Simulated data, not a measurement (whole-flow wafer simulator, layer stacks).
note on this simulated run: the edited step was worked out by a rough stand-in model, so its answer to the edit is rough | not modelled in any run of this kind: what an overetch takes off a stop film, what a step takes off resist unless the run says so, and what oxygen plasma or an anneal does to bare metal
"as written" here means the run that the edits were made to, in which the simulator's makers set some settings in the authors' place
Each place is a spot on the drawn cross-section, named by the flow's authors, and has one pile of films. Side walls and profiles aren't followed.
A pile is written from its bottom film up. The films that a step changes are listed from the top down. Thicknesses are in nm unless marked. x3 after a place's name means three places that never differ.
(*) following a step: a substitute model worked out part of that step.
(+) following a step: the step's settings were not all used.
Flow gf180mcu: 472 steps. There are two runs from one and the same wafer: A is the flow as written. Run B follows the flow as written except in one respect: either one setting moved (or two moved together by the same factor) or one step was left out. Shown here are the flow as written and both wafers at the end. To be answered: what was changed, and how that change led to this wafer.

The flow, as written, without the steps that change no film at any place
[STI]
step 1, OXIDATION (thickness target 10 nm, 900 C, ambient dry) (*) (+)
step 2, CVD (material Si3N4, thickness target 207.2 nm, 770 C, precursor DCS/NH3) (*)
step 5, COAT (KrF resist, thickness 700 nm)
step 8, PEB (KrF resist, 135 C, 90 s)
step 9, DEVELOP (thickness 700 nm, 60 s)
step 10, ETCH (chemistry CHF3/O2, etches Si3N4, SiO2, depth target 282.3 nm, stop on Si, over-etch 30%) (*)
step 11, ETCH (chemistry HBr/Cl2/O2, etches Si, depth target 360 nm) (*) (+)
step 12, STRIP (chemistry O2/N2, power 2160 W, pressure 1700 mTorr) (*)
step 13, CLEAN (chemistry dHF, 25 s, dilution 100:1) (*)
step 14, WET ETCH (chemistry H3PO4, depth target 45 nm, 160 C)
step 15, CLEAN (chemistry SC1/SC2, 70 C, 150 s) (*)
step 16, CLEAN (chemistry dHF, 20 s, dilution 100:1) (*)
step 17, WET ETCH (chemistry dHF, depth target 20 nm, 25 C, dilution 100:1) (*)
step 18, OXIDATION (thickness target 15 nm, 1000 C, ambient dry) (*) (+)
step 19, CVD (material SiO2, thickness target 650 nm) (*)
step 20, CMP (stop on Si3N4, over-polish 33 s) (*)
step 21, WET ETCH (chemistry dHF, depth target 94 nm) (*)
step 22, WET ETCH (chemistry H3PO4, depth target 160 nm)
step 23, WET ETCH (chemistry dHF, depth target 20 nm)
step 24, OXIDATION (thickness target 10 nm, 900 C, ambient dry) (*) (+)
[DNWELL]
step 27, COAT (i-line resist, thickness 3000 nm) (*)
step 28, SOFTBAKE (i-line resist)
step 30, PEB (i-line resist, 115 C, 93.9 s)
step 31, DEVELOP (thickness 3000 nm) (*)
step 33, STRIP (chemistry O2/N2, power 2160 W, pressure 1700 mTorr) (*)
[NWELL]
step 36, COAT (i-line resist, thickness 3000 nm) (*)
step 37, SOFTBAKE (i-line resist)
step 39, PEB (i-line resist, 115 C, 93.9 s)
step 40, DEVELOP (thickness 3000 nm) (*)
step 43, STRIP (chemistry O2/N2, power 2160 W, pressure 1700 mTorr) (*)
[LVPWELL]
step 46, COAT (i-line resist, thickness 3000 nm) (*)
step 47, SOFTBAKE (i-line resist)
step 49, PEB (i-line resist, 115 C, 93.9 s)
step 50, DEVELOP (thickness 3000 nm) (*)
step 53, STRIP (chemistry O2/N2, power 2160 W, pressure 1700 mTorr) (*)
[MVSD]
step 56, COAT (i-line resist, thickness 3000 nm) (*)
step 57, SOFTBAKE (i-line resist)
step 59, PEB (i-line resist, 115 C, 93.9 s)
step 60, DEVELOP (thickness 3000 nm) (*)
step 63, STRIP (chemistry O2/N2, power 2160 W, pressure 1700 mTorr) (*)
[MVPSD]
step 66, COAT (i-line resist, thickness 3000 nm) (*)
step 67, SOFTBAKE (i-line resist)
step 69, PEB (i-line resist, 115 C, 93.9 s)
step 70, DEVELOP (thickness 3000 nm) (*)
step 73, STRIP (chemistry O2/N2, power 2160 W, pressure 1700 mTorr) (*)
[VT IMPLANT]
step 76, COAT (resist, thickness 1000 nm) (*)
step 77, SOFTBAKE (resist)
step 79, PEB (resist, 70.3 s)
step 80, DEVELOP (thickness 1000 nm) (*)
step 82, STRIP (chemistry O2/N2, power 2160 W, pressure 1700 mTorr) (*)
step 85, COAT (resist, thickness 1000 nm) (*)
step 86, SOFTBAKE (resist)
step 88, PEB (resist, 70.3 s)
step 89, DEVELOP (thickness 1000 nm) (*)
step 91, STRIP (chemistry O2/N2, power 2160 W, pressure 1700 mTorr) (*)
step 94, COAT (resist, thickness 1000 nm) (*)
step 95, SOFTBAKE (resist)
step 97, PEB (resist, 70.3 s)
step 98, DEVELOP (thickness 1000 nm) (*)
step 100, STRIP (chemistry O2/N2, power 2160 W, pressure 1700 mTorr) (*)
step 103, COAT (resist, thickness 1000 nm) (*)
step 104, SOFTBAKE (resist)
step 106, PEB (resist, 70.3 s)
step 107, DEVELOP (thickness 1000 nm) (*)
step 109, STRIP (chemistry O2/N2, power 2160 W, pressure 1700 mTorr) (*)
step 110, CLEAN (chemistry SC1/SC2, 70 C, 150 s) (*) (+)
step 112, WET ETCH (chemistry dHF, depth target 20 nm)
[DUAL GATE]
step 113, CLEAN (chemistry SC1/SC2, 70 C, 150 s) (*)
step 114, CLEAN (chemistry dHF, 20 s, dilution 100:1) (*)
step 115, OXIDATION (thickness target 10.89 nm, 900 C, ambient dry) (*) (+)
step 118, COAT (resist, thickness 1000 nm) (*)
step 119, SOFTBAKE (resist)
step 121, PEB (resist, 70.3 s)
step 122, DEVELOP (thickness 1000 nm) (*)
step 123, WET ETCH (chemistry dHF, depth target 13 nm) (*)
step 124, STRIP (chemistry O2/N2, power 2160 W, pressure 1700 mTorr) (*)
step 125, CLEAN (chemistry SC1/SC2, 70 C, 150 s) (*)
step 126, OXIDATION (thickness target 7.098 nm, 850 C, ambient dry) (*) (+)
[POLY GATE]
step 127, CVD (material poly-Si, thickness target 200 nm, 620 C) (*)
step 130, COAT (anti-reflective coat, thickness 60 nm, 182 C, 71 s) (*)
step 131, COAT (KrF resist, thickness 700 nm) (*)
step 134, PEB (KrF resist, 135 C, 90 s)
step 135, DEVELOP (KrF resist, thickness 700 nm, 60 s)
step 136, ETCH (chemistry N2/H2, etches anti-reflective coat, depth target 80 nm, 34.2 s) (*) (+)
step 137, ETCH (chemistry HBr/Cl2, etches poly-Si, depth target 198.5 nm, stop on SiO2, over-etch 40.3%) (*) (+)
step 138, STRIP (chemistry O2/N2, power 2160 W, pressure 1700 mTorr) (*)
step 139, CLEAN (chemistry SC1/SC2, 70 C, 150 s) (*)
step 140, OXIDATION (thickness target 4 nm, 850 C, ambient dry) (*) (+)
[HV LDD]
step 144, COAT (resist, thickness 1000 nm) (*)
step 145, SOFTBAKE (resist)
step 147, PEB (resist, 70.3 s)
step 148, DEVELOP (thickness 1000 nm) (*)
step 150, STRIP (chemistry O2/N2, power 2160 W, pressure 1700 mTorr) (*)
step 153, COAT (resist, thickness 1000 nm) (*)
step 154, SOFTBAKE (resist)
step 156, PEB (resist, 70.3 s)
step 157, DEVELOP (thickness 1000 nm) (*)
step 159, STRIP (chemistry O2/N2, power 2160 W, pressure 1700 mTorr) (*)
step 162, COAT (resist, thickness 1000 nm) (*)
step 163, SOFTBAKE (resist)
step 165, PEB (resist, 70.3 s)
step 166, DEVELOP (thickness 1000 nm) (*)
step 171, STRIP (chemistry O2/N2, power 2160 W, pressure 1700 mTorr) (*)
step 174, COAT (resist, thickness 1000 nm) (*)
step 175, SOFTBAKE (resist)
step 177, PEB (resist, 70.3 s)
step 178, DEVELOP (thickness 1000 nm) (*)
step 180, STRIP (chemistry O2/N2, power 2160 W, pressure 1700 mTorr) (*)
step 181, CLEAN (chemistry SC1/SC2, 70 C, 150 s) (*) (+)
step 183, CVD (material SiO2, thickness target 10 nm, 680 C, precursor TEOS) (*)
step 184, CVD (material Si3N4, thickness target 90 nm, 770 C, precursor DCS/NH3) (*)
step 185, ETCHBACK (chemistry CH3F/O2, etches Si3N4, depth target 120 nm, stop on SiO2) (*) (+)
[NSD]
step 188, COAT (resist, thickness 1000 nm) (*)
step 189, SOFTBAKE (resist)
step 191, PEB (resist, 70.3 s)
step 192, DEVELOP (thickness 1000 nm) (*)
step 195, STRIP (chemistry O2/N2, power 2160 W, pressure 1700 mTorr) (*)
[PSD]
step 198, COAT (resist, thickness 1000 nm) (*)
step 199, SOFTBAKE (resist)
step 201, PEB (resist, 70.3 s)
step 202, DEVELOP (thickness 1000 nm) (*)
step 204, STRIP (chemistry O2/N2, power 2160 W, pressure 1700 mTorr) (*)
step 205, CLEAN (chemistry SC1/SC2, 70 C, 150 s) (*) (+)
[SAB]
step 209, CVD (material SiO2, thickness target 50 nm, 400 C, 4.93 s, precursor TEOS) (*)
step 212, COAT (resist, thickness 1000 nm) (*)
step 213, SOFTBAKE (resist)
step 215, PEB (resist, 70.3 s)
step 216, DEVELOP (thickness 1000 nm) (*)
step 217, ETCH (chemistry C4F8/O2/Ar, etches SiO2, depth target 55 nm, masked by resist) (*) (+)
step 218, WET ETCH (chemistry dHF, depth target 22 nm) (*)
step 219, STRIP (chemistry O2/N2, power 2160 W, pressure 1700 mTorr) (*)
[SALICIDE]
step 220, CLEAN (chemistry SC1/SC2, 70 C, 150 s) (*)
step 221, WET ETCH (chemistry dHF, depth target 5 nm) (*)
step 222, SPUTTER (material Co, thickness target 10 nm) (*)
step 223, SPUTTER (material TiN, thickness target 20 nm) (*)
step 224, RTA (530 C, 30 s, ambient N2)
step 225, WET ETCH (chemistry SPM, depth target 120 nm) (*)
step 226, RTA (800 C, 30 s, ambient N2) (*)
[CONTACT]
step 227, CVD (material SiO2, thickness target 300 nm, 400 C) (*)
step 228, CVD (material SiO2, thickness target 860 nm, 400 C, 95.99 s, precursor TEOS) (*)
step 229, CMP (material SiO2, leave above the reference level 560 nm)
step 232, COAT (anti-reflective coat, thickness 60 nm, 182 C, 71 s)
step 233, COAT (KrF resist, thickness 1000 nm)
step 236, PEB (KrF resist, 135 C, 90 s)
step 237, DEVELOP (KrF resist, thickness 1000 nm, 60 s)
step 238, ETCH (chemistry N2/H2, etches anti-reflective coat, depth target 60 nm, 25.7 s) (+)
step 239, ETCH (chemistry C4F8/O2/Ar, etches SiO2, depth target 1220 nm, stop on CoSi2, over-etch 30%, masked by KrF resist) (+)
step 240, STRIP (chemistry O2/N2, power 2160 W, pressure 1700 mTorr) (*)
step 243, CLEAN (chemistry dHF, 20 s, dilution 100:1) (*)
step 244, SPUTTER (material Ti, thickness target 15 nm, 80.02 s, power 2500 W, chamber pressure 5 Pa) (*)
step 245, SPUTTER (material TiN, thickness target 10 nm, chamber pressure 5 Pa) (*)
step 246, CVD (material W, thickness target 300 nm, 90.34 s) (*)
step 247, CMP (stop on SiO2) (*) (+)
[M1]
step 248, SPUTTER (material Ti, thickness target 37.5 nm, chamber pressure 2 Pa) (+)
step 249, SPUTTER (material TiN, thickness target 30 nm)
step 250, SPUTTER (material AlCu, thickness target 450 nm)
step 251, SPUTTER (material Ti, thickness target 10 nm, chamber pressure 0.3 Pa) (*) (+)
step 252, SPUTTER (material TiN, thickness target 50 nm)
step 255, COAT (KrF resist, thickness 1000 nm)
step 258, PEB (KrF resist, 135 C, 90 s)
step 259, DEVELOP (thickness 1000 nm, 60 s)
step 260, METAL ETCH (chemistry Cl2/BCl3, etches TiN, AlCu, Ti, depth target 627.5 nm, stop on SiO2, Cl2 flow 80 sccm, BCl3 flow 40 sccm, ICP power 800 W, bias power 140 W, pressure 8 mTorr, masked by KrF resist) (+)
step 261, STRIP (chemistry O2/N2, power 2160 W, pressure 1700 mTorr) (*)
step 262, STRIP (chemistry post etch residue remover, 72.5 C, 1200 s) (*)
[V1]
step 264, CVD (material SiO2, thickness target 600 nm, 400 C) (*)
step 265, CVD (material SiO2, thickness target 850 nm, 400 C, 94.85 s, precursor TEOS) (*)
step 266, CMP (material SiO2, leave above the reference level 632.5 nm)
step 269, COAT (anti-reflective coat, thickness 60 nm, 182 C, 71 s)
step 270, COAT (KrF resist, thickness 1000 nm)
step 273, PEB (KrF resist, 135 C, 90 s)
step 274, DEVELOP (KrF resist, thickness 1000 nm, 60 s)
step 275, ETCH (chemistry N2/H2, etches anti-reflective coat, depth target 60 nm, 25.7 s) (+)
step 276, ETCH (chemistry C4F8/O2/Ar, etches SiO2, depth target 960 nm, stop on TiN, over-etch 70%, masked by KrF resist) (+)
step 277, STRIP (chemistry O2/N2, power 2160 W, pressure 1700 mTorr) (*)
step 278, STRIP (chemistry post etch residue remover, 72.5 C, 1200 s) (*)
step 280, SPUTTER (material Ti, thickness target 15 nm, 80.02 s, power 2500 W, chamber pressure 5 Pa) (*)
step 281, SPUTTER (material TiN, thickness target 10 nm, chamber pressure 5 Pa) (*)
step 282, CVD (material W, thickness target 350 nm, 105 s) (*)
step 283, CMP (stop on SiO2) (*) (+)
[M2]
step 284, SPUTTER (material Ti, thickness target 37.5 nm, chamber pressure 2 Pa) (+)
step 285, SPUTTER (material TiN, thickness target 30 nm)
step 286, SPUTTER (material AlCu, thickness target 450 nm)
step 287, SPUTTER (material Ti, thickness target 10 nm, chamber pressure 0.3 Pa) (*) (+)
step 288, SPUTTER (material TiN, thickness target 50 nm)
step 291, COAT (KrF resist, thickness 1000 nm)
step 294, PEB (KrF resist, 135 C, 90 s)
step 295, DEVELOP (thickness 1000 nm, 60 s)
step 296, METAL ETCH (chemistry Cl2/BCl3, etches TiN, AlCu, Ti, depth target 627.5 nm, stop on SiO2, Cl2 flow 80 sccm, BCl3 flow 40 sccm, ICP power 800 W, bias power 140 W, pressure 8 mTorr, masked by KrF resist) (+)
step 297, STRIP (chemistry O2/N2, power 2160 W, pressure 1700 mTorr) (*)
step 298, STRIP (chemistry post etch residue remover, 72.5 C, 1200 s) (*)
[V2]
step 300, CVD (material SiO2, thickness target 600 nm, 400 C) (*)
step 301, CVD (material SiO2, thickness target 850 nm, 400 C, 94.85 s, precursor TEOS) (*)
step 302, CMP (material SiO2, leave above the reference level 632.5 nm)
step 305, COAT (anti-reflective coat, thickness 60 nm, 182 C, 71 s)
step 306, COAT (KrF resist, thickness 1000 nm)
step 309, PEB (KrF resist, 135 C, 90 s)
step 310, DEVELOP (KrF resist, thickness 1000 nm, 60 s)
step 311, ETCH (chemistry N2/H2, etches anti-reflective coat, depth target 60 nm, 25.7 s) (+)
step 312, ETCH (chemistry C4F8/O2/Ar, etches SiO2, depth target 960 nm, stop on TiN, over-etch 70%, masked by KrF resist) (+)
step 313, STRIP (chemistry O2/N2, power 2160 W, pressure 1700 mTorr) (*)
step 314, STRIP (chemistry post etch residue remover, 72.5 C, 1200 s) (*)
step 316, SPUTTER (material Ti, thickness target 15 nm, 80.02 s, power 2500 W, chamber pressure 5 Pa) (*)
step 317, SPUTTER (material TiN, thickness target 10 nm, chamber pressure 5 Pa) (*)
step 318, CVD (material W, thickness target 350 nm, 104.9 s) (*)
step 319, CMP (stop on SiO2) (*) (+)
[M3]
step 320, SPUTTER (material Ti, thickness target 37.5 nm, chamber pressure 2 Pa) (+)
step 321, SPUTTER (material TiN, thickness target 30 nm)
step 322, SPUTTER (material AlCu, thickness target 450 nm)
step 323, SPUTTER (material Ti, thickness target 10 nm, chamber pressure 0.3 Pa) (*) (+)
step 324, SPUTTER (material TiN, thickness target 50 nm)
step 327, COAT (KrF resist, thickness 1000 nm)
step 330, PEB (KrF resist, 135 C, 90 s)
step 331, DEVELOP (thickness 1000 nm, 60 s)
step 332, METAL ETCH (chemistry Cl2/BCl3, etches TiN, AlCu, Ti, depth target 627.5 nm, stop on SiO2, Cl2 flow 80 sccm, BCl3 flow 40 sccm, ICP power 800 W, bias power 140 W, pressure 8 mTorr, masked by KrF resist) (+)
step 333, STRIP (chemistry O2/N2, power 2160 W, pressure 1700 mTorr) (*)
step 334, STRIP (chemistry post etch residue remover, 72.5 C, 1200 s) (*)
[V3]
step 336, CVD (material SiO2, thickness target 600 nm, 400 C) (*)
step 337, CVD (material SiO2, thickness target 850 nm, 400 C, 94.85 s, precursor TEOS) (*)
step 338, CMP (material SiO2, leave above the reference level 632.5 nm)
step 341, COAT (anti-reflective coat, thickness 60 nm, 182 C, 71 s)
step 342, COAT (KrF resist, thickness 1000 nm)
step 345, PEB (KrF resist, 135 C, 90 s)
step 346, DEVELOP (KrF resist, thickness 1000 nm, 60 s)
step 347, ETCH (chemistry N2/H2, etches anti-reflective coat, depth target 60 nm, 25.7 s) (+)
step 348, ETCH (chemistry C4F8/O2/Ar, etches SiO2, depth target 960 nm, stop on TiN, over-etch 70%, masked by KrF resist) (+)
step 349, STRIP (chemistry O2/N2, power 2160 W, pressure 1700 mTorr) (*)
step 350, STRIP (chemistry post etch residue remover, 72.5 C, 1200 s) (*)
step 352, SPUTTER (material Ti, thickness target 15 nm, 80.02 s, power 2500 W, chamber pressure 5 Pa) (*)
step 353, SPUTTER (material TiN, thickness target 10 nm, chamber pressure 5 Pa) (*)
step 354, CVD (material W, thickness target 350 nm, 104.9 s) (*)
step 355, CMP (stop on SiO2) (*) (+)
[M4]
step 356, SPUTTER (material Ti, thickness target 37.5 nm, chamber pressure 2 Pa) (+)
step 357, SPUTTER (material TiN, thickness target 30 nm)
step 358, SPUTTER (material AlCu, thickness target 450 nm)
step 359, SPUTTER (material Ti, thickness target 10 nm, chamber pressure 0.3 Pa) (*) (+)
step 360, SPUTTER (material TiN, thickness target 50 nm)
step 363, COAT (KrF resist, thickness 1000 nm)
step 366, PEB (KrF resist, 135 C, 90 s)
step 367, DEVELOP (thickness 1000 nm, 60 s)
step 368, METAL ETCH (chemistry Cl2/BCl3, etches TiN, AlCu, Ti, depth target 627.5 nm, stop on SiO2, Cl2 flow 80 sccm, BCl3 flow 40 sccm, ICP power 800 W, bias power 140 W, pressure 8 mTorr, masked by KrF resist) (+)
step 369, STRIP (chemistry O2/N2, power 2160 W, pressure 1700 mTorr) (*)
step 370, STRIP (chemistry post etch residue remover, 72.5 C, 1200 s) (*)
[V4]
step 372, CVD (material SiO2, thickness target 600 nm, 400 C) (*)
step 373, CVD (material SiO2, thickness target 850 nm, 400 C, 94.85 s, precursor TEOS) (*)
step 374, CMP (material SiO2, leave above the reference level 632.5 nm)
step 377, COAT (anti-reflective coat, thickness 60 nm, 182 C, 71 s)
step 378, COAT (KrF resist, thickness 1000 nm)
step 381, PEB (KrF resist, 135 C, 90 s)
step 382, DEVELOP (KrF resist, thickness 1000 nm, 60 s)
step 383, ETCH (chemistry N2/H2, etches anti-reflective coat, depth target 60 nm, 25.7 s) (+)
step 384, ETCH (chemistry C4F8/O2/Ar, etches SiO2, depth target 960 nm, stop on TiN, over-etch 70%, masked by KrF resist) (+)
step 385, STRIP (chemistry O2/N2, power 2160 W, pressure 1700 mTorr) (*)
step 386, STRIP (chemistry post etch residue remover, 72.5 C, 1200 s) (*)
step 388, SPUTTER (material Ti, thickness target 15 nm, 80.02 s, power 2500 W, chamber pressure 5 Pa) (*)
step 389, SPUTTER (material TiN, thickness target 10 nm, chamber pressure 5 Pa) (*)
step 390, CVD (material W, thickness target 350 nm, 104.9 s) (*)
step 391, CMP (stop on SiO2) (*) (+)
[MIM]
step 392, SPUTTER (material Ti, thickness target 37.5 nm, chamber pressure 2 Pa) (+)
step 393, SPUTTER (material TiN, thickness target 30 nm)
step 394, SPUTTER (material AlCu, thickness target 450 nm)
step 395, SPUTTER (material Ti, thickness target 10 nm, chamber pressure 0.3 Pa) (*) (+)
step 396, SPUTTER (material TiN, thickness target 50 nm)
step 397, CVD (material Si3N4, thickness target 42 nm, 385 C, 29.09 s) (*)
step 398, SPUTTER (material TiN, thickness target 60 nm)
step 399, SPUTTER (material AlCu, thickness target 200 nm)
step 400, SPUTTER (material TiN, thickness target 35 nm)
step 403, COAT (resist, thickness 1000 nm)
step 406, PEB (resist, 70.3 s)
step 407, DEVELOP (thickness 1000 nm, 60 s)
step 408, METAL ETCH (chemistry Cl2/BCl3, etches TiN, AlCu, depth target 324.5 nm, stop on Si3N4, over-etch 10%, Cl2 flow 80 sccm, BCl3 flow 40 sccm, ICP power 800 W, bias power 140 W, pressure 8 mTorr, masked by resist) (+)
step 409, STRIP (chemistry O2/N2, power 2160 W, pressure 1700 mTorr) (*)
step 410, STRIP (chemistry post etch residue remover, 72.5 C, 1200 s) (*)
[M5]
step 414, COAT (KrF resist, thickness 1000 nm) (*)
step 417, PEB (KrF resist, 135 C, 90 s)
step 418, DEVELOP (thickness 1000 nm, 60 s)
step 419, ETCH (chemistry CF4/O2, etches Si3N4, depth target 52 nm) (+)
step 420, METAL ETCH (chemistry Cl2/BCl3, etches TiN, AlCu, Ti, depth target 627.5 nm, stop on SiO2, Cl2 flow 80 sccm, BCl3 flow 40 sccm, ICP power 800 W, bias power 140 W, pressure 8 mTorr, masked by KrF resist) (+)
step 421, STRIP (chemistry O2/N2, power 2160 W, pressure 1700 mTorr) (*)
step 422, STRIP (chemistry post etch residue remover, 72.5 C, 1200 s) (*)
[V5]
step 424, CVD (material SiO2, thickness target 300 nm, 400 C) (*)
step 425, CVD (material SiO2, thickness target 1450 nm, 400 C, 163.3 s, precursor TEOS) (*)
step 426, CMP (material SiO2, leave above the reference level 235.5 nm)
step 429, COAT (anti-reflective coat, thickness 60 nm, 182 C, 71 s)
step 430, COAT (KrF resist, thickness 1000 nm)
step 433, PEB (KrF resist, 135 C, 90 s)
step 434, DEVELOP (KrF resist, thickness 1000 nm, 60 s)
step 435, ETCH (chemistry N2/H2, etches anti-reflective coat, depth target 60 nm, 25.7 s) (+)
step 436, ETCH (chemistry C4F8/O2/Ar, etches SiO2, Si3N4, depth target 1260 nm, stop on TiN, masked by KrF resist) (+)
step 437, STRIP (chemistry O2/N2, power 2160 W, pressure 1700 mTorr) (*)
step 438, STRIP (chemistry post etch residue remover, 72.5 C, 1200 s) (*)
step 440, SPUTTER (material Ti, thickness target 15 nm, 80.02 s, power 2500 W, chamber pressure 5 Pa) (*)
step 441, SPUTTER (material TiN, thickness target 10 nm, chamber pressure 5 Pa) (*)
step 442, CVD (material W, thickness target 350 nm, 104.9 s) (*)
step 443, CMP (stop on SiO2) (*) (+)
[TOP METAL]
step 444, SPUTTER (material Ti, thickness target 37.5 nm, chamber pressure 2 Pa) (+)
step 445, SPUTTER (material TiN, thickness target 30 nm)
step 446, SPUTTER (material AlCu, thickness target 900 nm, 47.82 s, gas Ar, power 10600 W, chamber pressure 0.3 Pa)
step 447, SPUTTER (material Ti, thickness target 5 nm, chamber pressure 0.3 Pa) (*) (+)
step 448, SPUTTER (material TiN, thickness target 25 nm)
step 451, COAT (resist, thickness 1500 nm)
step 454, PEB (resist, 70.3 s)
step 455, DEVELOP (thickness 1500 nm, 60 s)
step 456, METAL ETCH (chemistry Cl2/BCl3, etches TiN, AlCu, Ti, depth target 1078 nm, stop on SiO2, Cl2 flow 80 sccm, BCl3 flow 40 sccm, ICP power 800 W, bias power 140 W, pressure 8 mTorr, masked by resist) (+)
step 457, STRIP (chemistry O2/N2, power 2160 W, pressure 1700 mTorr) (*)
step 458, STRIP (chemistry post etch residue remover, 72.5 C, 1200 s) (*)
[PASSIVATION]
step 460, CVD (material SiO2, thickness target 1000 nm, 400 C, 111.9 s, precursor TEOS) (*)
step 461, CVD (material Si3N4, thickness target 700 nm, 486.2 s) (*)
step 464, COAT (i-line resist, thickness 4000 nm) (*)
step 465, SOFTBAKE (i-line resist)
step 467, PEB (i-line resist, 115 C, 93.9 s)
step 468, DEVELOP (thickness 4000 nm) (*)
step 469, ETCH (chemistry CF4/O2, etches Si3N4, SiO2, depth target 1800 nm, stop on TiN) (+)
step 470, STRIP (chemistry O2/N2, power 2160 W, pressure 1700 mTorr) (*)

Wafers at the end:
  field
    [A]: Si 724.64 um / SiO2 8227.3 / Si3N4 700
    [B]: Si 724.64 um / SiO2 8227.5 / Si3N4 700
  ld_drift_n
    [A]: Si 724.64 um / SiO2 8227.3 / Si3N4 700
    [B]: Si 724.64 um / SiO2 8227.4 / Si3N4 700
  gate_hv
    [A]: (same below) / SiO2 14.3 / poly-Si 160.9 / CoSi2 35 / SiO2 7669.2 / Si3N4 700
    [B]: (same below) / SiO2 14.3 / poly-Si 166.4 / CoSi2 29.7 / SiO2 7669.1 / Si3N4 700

Cause: step 222, SPUTTER: thickness target 8.5 nm was run, whereas the flow has thickness target 10 nm.

How this came from the change, step by step:
  step 222, SPUTTER (material Co, thickness target 10 nm) (*)
      field, field__w7, field__w8 and 71 more: A +10 Co (new film) | B +8.5 Co (new film)
      field__w6, field_sub: A +9.95 Co (new film) | B +8.46 Co (new film)
      (and at 35 other places as well)
  step 224, RTA (530 C, 30 s, ambient N2)
      gate, gate_hv, gate_p and 22 more: A under 1 film: +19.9 CoSi (new film), -10 Co (all of it), -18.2 poly-Si | B under 1 film: +16.9 CoSi (new film), -8.5 Co (all of it), -15.5 poly-Si
      active, p_well, sd_n and 11 more: A under 1 film: +19.9 CoSi (new film), -10 Co (all of it), -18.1 Si | B under 1 film: +16.9 CoSi (new film), -8.5 Co (all of it), -15.4 Si
      (and at 10 other places as well)
  step 225, WET ETCH (chemistry SPM, depth target 120 nm) (*)
      field, field__w7, field__w8 and 32 more: A -20 TiN (all of it), -10 Co (all of it) | B -20 TiN (all of it), -8.5 Co (all of it)
      field__w9, nw_enc_fld_lv__w3: A -19.1 TiN (all of it), -9.6 Co (all of it) | B -19.1 TiN (all of it), -8.16 Co (all of it)
      (and at 25 other places as well)
  step 226, RTA (800 C, 30 s, ambient N2) (*)
      gate, gate_hv, gate_p and 22 more: A +35 CoSi2 (new film), -19.9 CoSi (all of it), -18.2 poly-Si | B +29.7 CoSi2 (new film), -16.9 CoSi (all of it), -15.5 poly-Si
      active, p_well, sd_n and 11 more: A +35 CoSi2 (new film), -19.9 CoSi (all of it), -18.1 Si | B +29.7 CoSi2 (new film), -16.9 CoSi (all of it), -15.4 Si
      (and at 10 other places as well)
